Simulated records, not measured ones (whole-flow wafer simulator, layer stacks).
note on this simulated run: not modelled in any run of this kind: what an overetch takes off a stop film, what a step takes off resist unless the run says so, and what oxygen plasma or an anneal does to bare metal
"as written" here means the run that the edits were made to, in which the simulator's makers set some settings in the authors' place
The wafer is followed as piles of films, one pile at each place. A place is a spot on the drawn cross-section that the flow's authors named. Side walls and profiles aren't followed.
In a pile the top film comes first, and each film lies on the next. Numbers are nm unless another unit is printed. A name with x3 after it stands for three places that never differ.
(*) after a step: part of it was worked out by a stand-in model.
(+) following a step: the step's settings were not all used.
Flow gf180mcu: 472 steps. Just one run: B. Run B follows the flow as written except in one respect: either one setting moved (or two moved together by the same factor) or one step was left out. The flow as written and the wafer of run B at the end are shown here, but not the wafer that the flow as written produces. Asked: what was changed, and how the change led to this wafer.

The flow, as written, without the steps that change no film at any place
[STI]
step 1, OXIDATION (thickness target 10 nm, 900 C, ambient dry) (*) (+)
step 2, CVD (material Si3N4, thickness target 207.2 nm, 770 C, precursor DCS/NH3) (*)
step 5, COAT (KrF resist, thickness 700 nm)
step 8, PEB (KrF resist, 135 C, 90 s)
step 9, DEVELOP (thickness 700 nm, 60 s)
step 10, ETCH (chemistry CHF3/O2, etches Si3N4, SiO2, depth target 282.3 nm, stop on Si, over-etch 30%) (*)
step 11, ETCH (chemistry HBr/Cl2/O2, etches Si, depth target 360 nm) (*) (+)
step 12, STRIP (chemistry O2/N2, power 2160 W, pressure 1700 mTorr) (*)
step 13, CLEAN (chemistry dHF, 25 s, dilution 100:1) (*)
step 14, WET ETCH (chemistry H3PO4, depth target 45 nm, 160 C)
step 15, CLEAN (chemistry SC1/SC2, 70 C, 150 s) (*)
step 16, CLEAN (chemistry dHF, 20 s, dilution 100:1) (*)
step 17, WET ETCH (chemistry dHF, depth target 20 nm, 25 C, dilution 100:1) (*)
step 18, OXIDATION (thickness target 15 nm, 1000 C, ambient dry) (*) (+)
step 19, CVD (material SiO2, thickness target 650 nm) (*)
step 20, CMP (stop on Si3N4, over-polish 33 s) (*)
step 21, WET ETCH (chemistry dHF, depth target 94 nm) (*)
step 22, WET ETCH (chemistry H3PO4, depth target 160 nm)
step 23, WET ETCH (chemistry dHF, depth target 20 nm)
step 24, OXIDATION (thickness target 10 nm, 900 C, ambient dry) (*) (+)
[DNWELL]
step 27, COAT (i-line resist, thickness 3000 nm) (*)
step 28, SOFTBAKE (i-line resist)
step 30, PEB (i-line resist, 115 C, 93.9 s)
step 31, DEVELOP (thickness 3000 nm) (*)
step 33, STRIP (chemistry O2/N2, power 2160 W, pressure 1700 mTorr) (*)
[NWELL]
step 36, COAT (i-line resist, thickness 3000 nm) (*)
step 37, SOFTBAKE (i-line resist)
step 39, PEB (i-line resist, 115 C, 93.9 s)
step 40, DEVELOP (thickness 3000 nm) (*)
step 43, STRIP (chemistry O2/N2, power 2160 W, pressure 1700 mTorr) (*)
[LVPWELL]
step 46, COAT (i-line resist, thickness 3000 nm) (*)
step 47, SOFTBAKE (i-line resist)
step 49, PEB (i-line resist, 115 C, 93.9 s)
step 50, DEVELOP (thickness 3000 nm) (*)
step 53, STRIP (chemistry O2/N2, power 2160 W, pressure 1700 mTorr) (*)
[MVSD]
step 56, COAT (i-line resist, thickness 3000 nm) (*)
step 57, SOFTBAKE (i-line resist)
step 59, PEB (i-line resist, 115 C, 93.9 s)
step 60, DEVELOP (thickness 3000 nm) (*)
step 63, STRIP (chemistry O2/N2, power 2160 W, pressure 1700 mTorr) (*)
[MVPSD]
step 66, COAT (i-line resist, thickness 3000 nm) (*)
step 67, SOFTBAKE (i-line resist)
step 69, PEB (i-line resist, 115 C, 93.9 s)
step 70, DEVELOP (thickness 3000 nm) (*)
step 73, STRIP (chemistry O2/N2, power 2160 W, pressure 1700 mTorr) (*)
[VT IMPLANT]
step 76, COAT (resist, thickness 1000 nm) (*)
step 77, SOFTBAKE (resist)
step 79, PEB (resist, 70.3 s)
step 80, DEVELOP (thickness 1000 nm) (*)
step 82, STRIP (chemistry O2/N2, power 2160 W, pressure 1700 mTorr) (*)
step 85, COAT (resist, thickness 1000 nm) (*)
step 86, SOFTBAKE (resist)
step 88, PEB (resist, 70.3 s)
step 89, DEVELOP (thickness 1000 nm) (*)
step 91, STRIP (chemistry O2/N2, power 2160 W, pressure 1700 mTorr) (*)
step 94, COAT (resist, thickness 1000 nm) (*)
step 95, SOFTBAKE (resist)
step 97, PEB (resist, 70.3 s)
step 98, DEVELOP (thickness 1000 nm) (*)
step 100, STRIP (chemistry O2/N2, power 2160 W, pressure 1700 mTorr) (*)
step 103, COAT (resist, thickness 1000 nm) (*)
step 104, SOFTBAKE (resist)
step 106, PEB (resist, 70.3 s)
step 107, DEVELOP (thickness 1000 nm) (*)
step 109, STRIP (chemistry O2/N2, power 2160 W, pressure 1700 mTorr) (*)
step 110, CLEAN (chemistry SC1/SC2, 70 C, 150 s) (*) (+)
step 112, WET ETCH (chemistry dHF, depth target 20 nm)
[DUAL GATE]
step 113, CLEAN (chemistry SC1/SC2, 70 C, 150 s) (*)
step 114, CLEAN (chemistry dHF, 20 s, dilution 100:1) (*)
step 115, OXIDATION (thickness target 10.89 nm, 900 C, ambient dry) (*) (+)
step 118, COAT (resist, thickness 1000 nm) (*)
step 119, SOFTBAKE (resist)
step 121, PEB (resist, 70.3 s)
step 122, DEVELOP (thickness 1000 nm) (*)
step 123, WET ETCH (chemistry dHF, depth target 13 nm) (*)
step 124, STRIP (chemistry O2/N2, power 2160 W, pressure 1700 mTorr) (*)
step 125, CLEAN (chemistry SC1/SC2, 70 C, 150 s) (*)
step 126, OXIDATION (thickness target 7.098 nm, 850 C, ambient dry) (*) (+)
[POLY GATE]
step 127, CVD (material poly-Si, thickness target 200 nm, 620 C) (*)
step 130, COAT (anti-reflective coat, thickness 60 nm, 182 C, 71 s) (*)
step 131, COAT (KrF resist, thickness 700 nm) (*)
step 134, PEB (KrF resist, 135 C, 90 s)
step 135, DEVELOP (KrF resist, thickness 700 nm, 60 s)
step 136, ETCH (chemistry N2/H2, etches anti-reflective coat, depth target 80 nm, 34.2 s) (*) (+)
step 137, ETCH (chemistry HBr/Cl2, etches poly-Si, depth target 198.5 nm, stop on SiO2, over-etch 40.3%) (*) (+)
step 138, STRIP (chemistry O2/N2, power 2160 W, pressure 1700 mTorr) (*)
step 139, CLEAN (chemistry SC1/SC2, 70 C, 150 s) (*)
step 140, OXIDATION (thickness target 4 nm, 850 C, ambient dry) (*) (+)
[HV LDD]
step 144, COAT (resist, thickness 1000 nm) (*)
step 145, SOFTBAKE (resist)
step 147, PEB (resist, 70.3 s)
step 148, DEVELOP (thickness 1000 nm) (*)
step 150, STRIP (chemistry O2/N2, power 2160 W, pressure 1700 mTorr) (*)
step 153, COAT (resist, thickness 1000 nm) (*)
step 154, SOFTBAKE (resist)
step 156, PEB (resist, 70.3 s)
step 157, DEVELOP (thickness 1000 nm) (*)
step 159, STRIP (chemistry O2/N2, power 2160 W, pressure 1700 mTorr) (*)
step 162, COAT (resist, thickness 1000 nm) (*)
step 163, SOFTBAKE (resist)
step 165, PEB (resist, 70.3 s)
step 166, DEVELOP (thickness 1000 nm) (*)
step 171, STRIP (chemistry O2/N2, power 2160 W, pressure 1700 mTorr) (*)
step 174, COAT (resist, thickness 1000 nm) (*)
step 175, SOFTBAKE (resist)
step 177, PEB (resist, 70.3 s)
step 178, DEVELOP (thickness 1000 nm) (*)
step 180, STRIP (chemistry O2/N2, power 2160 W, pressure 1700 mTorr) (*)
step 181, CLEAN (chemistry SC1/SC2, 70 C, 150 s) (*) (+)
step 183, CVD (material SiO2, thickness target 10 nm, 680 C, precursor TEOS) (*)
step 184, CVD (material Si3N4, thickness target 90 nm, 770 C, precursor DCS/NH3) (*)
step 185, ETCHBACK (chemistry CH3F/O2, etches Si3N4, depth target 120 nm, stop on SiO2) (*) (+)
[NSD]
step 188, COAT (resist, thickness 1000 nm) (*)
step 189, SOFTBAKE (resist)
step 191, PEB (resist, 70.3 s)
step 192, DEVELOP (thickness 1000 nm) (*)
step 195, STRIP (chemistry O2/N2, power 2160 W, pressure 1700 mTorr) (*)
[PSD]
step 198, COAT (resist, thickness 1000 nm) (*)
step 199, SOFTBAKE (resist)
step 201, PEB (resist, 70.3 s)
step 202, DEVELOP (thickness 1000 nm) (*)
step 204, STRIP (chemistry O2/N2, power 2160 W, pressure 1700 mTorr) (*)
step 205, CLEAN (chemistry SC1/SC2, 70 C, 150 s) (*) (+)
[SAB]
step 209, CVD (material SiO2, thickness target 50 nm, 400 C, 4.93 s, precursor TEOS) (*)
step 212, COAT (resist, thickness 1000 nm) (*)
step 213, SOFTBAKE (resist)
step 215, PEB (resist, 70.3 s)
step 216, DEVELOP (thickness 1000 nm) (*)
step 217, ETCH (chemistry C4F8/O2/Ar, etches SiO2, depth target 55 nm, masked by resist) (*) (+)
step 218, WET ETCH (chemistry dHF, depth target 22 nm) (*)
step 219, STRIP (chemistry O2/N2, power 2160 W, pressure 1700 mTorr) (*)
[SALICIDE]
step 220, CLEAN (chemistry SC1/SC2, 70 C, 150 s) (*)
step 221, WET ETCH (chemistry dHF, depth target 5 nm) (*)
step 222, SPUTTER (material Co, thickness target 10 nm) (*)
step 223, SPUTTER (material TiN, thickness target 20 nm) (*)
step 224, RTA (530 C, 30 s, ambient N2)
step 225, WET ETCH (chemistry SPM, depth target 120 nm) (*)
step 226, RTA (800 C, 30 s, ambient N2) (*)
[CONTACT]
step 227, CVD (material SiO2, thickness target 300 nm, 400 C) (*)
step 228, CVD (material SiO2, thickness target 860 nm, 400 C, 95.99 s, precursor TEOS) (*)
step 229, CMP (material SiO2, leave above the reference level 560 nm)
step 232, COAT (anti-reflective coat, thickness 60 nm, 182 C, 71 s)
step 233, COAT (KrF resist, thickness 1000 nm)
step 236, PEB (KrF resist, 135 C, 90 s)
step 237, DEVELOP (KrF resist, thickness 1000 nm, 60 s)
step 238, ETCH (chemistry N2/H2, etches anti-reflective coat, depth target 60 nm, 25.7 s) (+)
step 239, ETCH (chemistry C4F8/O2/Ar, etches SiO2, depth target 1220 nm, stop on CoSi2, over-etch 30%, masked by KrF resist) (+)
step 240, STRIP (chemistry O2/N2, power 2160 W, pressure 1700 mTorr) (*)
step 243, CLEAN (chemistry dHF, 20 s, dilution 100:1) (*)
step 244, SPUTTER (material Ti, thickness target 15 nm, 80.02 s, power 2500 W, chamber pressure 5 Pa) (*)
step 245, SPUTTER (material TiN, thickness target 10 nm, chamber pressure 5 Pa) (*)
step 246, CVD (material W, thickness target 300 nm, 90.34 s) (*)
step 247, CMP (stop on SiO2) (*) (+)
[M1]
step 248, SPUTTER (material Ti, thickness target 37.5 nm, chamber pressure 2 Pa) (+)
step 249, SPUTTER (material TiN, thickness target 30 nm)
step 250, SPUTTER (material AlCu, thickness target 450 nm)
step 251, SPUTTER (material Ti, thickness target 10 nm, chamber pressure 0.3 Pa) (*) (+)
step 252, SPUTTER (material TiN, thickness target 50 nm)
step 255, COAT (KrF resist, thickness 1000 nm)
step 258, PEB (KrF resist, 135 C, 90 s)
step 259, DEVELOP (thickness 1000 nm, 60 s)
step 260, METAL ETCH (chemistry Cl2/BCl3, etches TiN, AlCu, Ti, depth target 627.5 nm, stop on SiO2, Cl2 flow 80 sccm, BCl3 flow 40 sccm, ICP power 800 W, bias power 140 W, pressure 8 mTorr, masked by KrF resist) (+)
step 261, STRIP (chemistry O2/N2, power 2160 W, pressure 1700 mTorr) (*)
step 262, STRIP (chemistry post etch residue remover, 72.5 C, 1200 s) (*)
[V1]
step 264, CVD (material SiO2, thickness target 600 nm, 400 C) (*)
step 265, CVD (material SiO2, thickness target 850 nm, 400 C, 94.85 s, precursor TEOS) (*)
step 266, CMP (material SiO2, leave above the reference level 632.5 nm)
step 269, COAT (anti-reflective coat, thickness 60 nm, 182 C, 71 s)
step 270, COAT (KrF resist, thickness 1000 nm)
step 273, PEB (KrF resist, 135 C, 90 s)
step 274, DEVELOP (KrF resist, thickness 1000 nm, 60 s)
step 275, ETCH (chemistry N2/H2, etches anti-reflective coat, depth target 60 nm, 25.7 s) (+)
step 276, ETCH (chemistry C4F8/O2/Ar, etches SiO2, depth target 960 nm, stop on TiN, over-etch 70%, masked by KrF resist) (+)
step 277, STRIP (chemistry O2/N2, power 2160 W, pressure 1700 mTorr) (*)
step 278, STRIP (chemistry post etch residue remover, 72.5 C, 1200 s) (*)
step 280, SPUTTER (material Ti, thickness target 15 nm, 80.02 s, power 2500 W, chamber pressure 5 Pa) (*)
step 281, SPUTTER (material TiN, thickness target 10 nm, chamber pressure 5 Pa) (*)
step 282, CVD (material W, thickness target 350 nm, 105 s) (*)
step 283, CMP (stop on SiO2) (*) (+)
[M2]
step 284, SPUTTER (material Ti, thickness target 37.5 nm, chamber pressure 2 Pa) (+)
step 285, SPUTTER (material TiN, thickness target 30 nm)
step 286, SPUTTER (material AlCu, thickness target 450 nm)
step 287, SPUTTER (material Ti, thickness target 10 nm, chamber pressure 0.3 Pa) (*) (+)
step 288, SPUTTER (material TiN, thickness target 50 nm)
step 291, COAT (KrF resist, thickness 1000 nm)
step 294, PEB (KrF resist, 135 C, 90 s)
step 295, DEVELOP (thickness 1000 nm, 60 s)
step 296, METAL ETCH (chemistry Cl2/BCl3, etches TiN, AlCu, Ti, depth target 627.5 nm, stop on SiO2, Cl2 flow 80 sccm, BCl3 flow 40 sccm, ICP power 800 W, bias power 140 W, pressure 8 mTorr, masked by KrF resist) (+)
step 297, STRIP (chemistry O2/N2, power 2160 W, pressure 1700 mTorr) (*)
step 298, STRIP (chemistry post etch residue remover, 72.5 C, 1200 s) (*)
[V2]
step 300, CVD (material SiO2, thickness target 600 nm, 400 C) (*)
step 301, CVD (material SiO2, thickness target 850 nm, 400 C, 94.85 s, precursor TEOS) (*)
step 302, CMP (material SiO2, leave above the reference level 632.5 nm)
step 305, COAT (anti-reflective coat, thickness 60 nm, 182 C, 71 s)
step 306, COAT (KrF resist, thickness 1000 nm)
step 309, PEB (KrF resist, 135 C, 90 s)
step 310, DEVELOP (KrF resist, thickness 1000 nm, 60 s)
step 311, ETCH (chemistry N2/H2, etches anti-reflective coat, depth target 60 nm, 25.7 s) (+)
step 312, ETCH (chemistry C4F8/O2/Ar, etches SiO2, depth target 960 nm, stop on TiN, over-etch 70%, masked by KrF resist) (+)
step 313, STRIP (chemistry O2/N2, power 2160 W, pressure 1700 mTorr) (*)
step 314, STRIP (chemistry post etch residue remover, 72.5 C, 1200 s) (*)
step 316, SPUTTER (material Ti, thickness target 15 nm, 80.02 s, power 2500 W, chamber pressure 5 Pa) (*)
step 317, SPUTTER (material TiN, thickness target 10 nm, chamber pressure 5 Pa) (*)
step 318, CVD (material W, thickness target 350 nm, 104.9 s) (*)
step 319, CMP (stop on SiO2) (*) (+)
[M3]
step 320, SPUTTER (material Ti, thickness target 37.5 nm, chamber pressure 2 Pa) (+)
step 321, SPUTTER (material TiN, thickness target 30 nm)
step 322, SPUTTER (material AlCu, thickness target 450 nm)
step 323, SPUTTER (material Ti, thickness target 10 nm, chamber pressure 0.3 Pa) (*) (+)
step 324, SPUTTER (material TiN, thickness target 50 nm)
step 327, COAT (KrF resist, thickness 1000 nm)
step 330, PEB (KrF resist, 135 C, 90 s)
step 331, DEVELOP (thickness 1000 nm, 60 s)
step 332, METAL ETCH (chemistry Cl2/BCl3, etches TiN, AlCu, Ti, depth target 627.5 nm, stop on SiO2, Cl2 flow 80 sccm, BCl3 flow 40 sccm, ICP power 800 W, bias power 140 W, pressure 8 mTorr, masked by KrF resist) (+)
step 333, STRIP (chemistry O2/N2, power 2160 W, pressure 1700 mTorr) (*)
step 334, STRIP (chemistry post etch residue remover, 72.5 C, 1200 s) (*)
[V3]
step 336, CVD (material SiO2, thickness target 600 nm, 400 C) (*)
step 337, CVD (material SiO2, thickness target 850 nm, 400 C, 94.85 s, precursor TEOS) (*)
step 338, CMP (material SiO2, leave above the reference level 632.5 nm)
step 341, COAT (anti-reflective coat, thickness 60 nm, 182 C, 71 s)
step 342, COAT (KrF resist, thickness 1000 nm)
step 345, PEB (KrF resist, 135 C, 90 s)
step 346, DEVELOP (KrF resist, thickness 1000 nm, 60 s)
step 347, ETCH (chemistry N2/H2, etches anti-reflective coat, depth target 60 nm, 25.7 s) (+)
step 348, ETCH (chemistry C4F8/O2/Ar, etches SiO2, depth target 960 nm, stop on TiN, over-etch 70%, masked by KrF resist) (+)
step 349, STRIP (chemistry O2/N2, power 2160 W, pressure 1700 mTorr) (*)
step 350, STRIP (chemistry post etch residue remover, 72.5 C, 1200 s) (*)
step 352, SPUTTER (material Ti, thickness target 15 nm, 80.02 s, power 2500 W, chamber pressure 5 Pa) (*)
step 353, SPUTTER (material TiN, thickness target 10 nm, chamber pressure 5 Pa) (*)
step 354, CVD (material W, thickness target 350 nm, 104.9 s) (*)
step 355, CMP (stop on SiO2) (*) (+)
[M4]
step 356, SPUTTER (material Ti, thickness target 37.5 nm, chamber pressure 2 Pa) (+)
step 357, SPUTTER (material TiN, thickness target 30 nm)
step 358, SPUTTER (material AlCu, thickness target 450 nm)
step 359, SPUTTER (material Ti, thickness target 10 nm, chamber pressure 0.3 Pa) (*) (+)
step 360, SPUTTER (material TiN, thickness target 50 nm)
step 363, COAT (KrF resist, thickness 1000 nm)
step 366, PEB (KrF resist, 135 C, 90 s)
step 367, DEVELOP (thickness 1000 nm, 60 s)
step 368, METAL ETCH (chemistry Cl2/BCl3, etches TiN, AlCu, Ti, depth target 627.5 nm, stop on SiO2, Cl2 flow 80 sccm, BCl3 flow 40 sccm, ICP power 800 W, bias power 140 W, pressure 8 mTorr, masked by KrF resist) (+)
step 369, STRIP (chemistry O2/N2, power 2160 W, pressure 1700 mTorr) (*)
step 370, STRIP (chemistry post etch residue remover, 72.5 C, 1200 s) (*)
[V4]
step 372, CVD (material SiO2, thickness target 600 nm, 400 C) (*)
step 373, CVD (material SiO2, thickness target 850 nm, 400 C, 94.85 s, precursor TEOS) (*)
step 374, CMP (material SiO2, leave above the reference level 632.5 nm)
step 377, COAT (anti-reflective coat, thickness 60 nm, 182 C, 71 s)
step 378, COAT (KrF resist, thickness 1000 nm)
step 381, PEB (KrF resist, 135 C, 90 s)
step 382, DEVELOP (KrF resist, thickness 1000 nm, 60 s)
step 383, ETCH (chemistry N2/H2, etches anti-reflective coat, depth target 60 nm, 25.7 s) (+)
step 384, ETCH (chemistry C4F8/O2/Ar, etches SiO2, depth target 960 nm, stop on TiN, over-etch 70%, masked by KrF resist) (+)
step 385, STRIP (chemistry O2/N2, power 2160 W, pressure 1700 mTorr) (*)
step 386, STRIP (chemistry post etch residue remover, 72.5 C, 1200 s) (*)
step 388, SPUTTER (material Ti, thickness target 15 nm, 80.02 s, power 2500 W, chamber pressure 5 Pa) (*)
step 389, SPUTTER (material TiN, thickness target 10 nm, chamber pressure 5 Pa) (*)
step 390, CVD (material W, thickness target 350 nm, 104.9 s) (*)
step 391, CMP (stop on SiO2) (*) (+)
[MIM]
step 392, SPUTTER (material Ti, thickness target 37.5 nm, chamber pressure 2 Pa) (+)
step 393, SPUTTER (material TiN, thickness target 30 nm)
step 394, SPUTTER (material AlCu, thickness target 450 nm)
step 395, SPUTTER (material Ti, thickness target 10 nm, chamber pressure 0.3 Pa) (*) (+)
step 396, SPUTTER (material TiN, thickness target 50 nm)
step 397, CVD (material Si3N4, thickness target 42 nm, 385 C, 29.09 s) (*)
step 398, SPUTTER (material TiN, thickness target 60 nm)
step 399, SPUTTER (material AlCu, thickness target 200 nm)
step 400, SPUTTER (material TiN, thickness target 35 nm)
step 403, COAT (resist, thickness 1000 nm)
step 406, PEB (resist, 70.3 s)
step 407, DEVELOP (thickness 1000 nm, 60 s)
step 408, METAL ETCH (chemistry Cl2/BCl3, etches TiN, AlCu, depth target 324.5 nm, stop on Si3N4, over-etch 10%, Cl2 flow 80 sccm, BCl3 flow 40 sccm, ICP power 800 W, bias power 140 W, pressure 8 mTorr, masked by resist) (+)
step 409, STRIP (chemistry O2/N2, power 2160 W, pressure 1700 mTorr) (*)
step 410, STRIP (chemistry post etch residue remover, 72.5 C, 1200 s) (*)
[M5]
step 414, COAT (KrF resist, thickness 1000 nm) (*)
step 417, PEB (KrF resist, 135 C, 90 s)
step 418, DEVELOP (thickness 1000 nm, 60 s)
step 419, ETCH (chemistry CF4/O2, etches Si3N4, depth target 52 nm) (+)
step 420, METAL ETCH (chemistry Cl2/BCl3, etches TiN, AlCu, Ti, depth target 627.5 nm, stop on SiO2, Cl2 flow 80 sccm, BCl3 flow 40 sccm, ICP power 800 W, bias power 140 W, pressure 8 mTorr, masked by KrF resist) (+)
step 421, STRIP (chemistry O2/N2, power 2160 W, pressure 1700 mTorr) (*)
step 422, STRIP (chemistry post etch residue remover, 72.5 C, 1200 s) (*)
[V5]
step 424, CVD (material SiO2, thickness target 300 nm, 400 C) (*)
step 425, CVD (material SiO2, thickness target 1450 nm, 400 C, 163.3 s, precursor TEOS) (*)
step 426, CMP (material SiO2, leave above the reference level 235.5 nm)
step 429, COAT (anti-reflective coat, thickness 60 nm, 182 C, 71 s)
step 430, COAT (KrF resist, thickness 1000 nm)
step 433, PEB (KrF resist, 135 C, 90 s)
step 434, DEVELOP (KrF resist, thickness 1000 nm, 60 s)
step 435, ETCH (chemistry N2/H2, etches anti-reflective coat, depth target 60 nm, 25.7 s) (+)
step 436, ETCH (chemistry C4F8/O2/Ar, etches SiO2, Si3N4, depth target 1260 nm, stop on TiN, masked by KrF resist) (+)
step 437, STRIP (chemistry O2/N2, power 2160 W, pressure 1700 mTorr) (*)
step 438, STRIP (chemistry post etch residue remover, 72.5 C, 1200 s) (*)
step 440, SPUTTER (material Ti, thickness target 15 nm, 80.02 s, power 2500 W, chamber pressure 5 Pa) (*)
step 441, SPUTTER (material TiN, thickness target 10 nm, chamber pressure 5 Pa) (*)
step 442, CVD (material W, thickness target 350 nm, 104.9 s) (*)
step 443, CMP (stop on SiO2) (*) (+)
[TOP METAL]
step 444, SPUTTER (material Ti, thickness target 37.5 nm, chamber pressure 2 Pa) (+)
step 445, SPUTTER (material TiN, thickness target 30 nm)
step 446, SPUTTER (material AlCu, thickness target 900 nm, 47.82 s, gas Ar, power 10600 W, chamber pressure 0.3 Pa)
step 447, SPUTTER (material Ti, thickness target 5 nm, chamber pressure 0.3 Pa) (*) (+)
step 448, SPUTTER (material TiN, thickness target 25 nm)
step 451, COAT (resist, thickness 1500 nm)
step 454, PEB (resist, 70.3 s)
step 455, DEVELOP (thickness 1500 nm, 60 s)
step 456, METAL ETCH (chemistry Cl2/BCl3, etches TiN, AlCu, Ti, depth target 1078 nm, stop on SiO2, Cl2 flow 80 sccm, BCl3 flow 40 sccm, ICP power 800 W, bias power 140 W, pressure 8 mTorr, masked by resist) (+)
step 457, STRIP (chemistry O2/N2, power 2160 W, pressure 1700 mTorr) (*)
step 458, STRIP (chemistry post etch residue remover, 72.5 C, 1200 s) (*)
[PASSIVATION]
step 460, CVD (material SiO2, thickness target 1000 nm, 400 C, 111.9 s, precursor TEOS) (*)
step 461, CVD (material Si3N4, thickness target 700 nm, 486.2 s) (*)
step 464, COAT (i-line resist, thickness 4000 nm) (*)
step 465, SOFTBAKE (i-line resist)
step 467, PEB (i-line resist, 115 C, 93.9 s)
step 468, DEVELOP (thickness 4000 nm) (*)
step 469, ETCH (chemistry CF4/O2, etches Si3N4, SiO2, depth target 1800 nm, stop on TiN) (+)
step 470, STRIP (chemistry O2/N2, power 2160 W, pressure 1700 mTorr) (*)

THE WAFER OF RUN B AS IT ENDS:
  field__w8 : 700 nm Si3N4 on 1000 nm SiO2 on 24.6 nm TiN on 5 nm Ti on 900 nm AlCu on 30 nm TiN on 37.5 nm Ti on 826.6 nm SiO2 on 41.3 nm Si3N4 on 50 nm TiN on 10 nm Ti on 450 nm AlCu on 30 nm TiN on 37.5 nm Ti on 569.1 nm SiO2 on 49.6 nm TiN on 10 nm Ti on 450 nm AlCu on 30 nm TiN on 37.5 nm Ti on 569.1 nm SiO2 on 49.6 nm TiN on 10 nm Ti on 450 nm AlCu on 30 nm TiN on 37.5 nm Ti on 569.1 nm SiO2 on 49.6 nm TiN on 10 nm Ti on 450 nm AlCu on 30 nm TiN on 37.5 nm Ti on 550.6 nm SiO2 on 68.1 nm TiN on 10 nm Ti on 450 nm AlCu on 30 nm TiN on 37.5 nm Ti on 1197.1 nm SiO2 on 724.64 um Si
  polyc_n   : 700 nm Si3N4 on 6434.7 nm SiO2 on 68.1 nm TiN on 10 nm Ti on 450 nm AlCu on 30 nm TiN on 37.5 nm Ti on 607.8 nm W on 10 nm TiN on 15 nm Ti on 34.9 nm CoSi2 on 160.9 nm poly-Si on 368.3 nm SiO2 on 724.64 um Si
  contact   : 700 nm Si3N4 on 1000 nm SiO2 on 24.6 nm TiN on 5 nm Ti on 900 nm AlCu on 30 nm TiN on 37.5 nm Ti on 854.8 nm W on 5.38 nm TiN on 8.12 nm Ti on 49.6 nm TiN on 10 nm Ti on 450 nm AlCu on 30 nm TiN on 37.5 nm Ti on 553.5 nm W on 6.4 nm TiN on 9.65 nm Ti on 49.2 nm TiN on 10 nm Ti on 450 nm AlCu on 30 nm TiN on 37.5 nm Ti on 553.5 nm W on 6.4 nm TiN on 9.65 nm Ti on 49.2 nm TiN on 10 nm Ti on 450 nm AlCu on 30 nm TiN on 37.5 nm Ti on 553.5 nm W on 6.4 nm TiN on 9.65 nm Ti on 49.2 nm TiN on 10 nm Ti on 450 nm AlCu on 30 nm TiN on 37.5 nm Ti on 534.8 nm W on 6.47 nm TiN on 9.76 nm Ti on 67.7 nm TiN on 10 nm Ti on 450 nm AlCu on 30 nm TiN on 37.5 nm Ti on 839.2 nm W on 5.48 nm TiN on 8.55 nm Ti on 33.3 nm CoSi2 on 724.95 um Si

The reason: step 252, SPUTTER: thickness target 68.5 nm was run, whereas the flow has thickness target 50 nm.

How this came from the change, step by step:
  step 252, SPUTTER (material TiN, thickness target 50 nm)
      field, field__w1, field__w2 and 108 more: +68.5 TiN (new film) (as written it would have been: +50 TiN (new film))
  step 260, METAL ETCH (chemistry Cl2/BCl3, etches TiN, AlCu, Ti, depth target 627.5 nm, stop on SiO2, Cl2 flow 80 sccm, BCl3 flow 40 sccm, ICP power 800 W, bias power 140 W, pressure 8 mTorr, masked by KrF resist) (+)
      field, field__w1, field__w2 and 99 more: -68.5 TiN (all of it), -10 Ti (all of it), -450 AlCu (all of it), -30 TiN (all of it), -37.5 Ti (all of it) (as written it would have been: -50 TiN (all of it), -10 Ti (all of it), -450 AlCu (all of it), -30 TiN (all of it), -37.5 Ti (all of it))
  step 266, CMP (material SiO2, leave above the reference level 632.5 nm)
      field__w8, contact, m1 and 6 more: -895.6 SiO2 (as written it would have been: -877.1 SiO2)
  step 276, ETCH (chemistry C4F8/O2/Ar, etches SiO2, depth target 960 nm, stop on TiN, over-etch 70%, masked by KrF resist) (+)
      contact: -554 SiO2 (all of it) (as written it would have been: -572.5 SiO2 (all of it))
  step 282, CVD (material W, thickness target 350 nm, 105 s) (*)
      contact: +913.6 W (new film) (as written it would have been: +932.3 W (new film))
